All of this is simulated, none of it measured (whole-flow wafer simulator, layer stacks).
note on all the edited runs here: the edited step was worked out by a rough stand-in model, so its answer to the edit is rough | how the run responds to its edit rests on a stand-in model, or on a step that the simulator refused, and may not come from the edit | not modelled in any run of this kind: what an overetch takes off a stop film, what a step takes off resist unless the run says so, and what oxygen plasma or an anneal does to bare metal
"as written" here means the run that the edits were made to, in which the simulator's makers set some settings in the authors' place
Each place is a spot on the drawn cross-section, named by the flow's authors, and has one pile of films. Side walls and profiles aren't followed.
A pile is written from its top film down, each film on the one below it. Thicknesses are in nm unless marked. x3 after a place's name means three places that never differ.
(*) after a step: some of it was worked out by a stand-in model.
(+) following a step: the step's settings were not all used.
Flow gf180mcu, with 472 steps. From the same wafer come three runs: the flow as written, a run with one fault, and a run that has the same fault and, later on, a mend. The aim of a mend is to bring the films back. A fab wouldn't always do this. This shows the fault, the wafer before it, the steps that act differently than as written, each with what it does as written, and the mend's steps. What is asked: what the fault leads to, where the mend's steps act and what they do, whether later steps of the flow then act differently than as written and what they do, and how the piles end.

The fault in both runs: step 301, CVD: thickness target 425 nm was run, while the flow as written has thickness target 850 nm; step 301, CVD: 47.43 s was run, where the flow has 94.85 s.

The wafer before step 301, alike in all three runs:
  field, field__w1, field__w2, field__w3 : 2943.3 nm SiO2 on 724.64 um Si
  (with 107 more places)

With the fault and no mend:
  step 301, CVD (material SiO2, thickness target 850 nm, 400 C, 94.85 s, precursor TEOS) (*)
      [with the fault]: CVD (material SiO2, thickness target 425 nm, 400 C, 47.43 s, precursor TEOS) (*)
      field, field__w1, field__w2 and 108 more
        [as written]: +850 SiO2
        [with the fault]: +434.1 SiO2
  Steps further on in the flow that do not act as written (2 more steps, not shown, differ only slightly: by at most 2% or 0.5 nm, whichever is larger):
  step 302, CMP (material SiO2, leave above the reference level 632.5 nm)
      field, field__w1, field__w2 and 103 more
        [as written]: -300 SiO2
        [with the fault]: nothing
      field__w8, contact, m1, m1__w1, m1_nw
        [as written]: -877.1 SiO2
        [with the fault]: -461.1 SiO2
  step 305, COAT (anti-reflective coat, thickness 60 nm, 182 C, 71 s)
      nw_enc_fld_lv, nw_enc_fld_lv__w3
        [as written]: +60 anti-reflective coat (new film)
        [with the fault]: +50.9 anti-reflective coat (new film)
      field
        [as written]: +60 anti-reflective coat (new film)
        [with the fault]: +106.5 anti-reflective coat (new film)
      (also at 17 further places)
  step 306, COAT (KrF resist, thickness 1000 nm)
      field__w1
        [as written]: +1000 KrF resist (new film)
        [with the fault]: +978 KrF resist (new film)
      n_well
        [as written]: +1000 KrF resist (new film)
        [with the fault]: +969.1 KrF resist (new film)
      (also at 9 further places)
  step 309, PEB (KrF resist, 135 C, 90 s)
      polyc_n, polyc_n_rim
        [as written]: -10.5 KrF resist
        [with the fault]: -11.5 KrF resist
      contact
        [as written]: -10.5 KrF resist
        [with the fault]: -9.69 KrF resist
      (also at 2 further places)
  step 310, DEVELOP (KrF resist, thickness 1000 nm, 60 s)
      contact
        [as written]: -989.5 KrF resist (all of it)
        [with the fault]: -935.9 KrF resist (all of it)
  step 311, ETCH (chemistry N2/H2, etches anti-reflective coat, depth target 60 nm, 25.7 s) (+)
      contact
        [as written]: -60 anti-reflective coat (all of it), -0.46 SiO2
        [with the fault]: -22.8 anti-reflective coat (all of it), -1.42 SiO2
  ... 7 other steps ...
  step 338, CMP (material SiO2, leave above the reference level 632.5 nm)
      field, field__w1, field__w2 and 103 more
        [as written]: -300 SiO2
        [with the fault]: -287.7 SiO2
  The piles end different from the flow's at field, field__w1, field__w2 and 109 more by more than 2% or 0.5 nm, whichever is larger.
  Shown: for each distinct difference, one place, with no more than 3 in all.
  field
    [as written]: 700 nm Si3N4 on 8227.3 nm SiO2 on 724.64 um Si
    [with the fault]: 700 nm Si3N4 on 4750.1 nm SiO2 on 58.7 nm W on 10 nm TiN on 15 nm Ti on 3377.3 nm SiO2 on 724.64 um Si
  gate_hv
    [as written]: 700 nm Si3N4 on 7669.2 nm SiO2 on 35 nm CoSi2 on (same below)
    [with the fault]: 700 nm Si3N4 on 4750.1 nm SiO2 on 58.7 nm W on 10 nm TiN on 15 nm Ti on 2819.2 nm SiO2 on 35 nm CoSi2 on (same below)
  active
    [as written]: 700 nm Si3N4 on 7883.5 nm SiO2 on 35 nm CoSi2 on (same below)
    [with the fault]: 700 nm Si3N4 on 4750.1 nm SiO2 on 58.7 nm W on 10 nm TiN on 15 nm Ti on 3033.6 nm SiO2 on 35 nm CoSi2 on (same below)

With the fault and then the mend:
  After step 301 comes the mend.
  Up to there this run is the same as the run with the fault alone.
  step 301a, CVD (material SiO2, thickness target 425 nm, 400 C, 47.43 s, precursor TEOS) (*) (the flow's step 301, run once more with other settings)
      field, field__w1, field__w2 and 108 more
        +434.1 SiO2
  Steps further on in the flow that do not act as written:
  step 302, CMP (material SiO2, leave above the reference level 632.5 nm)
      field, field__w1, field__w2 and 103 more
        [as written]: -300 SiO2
        [with the mend]: -318.1 SiO2
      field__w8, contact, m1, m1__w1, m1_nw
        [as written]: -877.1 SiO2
        [with the mend]: -895.2 SiO2
  The piles end the same as the flow's at every place that both follow.
